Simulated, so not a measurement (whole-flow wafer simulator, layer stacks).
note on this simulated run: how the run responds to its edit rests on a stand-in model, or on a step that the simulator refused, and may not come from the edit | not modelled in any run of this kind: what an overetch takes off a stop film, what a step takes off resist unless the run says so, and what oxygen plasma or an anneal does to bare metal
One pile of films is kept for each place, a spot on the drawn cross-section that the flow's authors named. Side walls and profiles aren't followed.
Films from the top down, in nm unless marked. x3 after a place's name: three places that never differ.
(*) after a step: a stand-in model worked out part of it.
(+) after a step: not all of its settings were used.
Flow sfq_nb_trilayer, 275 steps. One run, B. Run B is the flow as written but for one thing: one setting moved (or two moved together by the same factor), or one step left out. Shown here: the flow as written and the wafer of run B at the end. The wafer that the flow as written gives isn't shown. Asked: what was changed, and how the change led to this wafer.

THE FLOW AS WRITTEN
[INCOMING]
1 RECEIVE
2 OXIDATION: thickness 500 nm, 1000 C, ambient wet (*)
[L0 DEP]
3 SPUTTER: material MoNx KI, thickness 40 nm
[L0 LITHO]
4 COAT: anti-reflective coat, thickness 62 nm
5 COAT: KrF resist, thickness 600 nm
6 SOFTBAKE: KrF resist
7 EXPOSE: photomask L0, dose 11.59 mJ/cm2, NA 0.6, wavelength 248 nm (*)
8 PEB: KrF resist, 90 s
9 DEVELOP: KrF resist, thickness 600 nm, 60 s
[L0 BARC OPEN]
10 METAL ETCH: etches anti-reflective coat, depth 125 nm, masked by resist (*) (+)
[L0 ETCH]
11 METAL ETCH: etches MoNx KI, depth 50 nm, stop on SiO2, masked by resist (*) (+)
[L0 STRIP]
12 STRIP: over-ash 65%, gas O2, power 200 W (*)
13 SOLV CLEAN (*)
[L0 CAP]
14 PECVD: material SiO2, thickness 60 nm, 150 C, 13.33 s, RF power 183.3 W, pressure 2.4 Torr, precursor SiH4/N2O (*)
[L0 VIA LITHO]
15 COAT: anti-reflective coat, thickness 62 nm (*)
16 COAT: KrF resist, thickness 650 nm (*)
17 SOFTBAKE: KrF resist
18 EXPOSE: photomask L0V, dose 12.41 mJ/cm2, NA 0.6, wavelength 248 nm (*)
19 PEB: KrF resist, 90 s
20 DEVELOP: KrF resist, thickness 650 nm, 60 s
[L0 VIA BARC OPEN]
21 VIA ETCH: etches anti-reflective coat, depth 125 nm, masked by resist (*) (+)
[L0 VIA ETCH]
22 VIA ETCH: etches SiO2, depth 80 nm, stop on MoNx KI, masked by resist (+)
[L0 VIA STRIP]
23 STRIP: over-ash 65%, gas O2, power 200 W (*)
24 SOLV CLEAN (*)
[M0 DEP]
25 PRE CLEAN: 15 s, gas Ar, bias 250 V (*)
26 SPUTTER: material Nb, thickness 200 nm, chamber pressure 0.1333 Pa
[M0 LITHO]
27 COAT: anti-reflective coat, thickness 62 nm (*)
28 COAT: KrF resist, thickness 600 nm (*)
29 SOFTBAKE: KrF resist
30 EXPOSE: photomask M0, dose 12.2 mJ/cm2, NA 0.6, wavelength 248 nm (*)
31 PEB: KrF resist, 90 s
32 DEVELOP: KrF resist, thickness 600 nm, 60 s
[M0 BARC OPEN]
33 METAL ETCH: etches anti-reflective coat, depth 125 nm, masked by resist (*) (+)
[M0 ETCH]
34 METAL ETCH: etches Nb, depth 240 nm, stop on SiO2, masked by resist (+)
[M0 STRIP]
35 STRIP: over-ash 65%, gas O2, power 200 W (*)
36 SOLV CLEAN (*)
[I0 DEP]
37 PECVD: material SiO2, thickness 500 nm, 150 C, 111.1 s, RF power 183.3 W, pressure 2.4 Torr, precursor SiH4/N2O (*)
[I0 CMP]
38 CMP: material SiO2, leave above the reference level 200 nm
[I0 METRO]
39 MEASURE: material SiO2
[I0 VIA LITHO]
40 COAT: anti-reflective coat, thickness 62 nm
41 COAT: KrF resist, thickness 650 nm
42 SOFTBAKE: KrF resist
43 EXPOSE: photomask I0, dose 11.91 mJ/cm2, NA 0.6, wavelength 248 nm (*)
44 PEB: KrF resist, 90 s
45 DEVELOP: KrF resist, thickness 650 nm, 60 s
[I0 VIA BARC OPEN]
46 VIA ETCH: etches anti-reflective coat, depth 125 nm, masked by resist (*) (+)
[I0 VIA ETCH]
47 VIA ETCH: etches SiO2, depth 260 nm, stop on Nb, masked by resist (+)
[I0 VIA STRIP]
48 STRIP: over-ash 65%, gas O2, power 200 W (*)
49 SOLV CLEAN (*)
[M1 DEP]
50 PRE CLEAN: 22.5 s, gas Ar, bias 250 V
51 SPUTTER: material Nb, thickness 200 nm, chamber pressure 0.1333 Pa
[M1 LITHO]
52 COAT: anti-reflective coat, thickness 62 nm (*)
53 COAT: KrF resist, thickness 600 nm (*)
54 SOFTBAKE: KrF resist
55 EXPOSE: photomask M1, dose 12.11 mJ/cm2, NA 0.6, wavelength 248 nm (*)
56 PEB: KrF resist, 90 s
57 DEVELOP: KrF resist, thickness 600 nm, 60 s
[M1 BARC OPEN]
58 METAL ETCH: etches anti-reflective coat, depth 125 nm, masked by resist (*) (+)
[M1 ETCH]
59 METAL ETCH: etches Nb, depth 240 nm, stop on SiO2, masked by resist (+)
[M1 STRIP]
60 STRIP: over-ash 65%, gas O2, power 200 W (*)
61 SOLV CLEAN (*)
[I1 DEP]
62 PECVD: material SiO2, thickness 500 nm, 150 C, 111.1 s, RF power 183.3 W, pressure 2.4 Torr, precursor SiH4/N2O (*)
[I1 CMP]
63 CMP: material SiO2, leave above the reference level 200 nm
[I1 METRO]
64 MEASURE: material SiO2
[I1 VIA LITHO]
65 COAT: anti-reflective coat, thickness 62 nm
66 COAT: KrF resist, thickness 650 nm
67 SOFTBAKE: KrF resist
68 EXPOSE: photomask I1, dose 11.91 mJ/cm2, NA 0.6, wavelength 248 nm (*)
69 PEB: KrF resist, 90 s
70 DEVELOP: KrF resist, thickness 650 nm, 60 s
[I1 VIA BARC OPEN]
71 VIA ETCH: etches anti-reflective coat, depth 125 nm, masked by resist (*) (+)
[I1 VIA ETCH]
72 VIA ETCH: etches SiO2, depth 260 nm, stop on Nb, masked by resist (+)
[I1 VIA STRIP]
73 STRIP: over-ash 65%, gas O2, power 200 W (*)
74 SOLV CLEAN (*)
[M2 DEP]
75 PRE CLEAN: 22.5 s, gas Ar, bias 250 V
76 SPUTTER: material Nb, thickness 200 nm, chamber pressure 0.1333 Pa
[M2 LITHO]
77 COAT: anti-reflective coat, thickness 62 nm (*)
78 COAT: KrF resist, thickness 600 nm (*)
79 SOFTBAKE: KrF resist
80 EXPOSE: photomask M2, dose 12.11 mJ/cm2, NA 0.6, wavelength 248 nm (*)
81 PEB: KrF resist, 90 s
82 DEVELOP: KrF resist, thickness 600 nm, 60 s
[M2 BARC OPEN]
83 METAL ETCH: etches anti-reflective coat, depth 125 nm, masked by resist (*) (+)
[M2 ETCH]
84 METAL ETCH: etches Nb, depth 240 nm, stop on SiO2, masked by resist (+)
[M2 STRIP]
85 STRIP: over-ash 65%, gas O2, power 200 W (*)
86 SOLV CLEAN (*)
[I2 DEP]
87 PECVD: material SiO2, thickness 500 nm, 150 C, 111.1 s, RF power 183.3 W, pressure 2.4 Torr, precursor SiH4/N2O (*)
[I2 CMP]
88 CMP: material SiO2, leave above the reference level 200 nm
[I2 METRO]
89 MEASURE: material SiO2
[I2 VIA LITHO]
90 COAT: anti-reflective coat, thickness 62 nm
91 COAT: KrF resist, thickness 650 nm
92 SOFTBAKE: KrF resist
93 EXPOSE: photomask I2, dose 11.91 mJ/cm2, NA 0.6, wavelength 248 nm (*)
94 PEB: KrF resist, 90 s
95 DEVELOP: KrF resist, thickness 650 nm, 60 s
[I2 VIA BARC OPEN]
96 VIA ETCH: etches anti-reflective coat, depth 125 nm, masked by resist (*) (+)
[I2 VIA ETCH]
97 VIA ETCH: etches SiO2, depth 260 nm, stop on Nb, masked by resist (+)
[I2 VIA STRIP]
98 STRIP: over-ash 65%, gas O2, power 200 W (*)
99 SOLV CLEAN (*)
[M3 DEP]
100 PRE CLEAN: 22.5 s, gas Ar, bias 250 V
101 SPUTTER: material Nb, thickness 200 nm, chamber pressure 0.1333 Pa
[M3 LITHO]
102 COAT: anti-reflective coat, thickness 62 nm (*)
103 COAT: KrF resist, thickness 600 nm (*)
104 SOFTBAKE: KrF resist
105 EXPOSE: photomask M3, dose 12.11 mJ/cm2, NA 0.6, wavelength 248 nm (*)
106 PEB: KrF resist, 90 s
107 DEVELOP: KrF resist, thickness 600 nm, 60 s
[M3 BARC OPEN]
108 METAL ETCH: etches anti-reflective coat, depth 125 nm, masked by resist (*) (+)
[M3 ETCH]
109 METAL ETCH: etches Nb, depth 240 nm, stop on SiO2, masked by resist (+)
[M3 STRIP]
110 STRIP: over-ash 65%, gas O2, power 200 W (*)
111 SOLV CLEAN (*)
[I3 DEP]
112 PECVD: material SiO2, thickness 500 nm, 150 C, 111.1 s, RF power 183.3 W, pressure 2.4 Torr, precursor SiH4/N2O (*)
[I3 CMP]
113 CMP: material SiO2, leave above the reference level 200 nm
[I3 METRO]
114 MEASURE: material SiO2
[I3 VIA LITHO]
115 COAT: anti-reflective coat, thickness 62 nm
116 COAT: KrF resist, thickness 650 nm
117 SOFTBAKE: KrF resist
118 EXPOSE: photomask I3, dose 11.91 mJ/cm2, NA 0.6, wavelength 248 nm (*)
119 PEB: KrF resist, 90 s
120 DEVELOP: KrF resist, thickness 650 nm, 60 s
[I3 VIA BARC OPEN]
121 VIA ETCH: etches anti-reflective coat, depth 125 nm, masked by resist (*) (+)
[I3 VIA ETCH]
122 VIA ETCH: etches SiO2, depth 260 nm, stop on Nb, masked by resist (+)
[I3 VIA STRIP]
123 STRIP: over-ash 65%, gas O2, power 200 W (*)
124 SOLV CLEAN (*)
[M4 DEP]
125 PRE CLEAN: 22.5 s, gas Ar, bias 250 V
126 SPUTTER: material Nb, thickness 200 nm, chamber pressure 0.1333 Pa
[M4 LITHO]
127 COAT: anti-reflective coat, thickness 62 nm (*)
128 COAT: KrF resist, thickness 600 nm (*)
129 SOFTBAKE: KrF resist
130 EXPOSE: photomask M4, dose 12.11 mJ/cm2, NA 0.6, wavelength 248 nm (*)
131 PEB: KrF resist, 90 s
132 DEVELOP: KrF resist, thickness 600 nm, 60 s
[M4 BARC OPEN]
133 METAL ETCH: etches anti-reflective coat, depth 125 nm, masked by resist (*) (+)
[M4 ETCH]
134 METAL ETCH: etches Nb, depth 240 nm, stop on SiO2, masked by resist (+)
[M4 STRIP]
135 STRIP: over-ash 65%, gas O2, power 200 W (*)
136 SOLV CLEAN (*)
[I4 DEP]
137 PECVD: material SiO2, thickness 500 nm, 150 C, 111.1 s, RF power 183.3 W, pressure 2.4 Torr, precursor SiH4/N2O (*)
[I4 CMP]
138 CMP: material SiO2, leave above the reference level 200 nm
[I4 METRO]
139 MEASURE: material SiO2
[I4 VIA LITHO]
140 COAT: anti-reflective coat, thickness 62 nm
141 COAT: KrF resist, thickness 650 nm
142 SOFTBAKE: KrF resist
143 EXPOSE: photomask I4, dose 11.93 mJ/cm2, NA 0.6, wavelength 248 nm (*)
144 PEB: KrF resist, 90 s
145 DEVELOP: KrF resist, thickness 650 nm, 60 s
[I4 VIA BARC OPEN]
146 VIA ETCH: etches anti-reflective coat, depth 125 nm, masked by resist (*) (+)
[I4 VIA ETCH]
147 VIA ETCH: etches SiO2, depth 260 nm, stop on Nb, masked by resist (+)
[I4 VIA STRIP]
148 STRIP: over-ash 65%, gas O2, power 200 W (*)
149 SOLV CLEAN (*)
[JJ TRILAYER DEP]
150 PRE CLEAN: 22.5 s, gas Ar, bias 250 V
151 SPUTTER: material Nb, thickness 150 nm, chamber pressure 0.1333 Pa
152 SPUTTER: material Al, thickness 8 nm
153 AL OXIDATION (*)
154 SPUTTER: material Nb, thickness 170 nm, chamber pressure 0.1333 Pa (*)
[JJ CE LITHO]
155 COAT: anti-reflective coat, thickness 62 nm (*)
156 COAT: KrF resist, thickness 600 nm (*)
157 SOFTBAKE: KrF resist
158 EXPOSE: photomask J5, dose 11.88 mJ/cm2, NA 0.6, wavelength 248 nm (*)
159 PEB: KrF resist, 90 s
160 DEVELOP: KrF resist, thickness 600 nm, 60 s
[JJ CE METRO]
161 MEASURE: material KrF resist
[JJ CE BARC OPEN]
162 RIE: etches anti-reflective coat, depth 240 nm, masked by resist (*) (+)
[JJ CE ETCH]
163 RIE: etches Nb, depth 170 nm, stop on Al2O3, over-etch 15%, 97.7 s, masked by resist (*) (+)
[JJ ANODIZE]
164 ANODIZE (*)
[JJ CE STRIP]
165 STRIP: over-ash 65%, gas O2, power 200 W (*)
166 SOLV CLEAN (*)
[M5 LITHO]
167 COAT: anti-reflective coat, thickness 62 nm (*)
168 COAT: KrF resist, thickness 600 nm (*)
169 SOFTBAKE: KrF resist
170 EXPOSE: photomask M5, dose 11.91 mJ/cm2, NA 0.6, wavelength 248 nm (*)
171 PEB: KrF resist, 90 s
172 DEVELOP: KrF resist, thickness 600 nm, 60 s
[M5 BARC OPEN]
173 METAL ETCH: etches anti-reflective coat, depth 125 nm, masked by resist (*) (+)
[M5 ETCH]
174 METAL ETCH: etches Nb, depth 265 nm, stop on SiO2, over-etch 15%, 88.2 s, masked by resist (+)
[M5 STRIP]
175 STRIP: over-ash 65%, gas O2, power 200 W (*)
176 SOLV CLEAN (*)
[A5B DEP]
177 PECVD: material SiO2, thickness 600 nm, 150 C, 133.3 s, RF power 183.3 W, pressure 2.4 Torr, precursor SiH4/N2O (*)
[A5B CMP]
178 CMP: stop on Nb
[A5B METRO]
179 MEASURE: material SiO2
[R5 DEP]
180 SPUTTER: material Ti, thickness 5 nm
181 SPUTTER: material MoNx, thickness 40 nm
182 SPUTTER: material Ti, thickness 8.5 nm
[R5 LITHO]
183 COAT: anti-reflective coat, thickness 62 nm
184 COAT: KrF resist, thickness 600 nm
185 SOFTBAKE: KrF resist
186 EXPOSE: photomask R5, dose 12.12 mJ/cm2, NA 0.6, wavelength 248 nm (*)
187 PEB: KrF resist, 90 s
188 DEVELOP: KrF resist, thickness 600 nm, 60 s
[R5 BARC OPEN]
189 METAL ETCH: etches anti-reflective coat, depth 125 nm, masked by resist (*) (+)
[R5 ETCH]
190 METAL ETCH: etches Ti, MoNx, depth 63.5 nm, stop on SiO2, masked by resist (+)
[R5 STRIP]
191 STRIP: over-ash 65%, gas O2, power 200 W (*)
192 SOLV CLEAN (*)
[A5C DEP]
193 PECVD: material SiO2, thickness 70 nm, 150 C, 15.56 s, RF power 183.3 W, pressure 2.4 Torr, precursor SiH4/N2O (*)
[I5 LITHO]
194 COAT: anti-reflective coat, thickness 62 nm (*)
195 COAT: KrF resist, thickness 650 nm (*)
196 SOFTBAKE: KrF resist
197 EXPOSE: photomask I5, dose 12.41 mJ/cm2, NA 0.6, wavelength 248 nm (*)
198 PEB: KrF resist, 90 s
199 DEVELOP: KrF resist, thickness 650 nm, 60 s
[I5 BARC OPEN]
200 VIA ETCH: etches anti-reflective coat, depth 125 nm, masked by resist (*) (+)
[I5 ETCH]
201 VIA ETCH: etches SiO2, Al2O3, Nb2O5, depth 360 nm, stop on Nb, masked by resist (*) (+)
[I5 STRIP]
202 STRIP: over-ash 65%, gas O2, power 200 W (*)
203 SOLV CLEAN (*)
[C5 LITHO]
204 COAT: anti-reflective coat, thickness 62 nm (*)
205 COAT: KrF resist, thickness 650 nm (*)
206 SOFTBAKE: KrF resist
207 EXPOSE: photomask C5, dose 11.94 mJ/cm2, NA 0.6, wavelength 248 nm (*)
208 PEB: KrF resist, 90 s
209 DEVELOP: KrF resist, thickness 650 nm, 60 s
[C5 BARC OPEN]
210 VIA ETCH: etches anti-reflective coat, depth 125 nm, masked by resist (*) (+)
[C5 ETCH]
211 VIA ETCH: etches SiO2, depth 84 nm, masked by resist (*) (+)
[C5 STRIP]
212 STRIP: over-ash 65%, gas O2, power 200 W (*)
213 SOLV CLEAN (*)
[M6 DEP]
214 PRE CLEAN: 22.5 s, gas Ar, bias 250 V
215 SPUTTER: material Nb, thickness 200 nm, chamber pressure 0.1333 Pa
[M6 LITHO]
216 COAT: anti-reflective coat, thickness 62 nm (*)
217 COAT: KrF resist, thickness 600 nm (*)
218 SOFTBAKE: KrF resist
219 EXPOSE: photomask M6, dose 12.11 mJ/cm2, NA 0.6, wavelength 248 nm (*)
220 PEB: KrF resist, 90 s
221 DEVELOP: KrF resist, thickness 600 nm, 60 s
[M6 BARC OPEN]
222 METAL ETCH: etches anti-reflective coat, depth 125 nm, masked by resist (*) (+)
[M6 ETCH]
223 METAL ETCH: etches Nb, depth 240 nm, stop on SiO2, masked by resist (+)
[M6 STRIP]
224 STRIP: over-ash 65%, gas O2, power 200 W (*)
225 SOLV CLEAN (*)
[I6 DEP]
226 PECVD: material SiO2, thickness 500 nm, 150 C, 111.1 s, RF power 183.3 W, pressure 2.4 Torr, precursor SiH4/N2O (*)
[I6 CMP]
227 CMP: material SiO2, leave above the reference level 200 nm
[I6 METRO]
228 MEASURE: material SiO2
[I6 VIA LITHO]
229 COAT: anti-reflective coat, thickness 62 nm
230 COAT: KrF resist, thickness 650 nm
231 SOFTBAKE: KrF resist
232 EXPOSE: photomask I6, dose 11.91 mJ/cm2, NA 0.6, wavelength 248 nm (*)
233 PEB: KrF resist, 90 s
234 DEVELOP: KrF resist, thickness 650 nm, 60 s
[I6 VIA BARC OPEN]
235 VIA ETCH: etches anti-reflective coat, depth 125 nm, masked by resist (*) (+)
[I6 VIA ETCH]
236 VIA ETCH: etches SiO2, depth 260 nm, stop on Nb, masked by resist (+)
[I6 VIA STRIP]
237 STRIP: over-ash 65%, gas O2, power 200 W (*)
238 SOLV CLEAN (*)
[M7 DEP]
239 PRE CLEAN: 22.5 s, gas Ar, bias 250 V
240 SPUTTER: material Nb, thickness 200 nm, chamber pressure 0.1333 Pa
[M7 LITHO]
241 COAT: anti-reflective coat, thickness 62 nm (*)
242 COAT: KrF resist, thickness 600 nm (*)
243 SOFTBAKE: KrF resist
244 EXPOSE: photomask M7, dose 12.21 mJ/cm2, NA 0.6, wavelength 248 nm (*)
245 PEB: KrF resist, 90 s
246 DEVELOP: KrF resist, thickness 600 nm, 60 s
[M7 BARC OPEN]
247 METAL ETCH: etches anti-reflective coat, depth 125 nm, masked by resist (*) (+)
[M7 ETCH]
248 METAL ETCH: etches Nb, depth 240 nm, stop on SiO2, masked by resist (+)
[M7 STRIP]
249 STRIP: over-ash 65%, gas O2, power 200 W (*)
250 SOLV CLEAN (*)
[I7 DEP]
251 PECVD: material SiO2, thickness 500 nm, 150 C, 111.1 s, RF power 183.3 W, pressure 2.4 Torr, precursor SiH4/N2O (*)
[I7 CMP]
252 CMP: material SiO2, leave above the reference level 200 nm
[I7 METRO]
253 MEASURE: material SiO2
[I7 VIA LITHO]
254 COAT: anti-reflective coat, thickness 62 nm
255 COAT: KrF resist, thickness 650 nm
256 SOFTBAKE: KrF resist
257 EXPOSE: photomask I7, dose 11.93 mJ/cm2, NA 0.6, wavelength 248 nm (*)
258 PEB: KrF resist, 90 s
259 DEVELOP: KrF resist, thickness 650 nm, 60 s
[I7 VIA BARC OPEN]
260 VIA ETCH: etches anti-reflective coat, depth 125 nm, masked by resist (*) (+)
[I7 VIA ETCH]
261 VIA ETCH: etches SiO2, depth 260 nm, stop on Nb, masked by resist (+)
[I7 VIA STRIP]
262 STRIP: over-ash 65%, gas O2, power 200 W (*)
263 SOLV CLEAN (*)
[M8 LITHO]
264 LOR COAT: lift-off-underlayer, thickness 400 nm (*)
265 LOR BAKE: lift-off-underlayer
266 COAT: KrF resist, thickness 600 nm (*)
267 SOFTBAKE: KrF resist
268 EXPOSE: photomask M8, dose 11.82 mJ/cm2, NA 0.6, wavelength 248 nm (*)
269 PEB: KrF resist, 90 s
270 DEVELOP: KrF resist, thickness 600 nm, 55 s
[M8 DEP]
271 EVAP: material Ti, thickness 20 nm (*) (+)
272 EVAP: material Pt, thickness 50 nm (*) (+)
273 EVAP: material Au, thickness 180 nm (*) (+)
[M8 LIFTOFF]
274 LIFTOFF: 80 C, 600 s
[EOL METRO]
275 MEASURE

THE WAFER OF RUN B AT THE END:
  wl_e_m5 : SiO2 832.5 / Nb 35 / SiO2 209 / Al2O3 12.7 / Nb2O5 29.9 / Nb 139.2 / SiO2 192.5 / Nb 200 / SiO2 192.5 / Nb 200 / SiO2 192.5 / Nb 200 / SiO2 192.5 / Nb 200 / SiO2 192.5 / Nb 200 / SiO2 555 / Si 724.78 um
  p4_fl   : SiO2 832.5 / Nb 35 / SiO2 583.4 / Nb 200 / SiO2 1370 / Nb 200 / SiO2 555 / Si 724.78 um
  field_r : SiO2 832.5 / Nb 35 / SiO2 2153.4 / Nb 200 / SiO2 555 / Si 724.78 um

The cause: step 215, SPUTTER: thickness 275 nm was run, where the flow has thickness 200 nm.

How the change led to this, step by step:
  215 SPUTTER: material Nb, thickness 200 nm, chamber pressure 0.1333 Pa
      field_l, v_sur, via_wl and 100 more: Nb +275 (new film) (as written it would be: Nb +200 (new film))
      be: Nb +201.5 (as written it would be: Nb +147.3)
      (and at 2 more places)
  216 COAT: anti-reflective coat, thickness 62 nm (*)
      be: anti-reflective coat +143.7 (new film) (as written it would be: anti-reflective coat +136.7 (new film))
      c5j: anti-reflective coat +113 (new film) (as written it would be: anti-reflective coat +110.7 (new film))
  223 METAL ETCH: etches Nb, depth 240 nm, stop on SiO2, masked by resist (+)
      field_l, gap, moat and 76 more: Nb -240 (as written it would be: Nb -200 (all of it))
  224 STRIP: over-ash 65%, gas O2, power 200 W (*)
      be: KrF resist -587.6 (all of it), anti-reflective coat -143.7 (all of it) (as written it would be: KrF resist -575.8 (all of it), anti-reflective coat -136.7 (all of it))
      c5j: KrF resist -417.2 (all of it), anti-reflective coat -113 (all of it) (as written it would be: KrF resist -418.3 (all of it), anti-reflective coat -110.7 (all of it))
  226 PECVD: material SiO2, thickness 500 nm, 150 C, 111.1 s, RF power 183.3 W, pressure 2.4 Torr, precursor SiH4/N2O (*)
      field_l, p4_fl, p4_fm and 62 more: SiO2 +500 (new film) (as written it would be: SiO2 +500)
      moat, field_r, lsp_l, ln_m5, lsp_m: SiO2 +492.3 (new film) (as written it would be: SiO2 +493.6)
      (and at 10 more places)
  227 CMP: material SiO2, leave above the reference level 200 nm
      field_l, p4_fl, p4_fm and 59 more: SiO2 -60 (as written it would be: SiO2 -100)
      moat, field_r, lsp_l, ln_m5, lsp_m: SiO2 -52.3 (as written it would be: SiO2 -93.6)
      (and at 9 more places)
Counting metal films that touch as one body, wl_e_m5 has 7 bodies (between them, from the top down: SiO2 209 / Al2O3 12.7 / Nb2O5 29.9; SiO2 192.5; SiO2 192.5; SiO2 192.5; SiO2 192.5; SiO2 192.5); the flow as written gives 6 bodies (between them, from the top down: SiO2 192.5; SiO2 192.5; SiO2 192.5; SiO2 192.5; SiO2 192.5).
Counting metal films that touch as one body, p4_fl has 3 bodies (between them, from the top down: SiO2 583.4; SiO2 1370); the flow as written gives 2 bodies (between them, from the top down: SiO2 1370).
Counting metal films that touch as one body, field_r has 2 bodies (between them, from the top down: SiO2 2153.4); the flow as written gives 1 body.
